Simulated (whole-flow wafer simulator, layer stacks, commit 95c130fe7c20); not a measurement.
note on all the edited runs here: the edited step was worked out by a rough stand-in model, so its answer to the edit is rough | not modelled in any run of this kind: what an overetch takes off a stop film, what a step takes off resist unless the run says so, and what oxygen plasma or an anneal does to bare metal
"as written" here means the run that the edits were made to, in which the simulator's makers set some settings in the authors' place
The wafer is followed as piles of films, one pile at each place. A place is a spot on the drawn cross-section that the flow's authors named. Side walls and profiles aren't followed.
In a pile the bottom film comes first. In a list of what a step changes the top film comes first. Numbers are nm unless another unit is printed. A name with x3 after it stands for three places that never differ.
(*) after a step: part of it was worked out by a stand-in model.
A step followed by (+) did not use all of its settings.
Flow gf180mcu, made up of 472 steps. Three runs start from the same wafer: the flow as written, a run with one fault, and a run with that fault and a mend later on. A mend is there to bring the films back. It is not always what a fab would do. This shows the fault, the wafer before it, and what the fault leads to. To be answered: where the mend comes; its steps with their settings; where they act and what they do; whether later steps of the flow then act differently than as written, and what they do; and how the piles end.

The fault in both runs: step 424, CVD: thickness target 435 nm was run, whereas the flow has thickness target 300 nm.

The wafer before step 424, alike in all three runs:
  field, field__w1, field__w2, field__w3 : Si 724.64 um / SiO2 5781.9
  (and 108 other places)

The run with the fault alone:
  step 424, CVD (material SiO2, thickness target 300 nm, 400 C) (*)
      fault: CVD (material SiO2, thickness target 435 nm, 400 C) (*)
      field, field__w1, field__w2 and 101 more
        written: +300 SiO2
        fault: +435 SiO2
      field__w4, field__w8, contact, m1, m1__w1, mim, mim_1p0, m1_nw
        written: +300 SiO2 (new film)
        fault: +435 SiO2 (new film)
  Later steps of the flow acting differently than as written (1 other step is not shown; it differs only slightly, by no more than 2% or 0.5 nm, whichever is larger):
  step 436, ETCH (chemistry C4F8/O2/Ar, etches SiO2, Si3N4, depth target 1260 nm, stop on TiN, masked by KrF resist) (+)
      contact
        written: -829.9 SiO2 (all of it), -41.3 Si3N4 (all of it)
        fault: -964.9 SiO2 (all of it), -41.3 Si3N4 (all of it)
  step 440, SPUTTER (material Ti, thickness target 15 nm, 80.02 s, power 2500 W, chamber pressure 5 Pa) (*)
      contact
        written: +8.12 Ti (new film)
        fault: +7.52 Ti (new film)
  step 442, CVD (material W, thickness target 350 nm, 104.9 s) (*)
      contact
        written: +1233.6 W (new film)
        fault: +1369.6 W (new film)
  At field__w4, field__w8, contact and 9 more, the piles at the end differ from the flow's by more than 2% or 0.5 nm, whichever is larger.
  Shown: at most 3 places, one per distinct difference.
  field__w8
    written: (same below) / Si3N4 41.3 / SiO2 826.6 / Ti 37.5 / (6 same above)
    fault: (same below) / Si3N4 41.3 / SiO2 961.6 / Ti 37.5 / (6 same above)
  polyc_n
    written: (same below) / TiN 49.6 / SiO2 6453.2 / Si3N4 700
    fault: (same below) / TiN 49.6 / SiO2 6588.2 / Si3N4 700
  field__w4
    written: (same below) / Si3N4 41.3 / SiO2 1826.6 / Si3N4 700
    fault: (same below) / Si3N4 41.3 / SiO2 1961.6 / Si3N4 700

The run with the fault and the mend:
  The mend stands after step 424.
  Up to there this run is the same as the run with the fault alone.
  step 424a, WET ETCH (chemistry dHF, depth target 135 nm, 25 C, dilution 100:1) (a further turn of the flow's step 17, with different settings)
      field, field__w1, field__w2 and 109 more
        -135 SiO2
  Every later step of the flow that is run acts as written at every place that is followed.
  At every place that both follow, the piles at the end match the flow's.
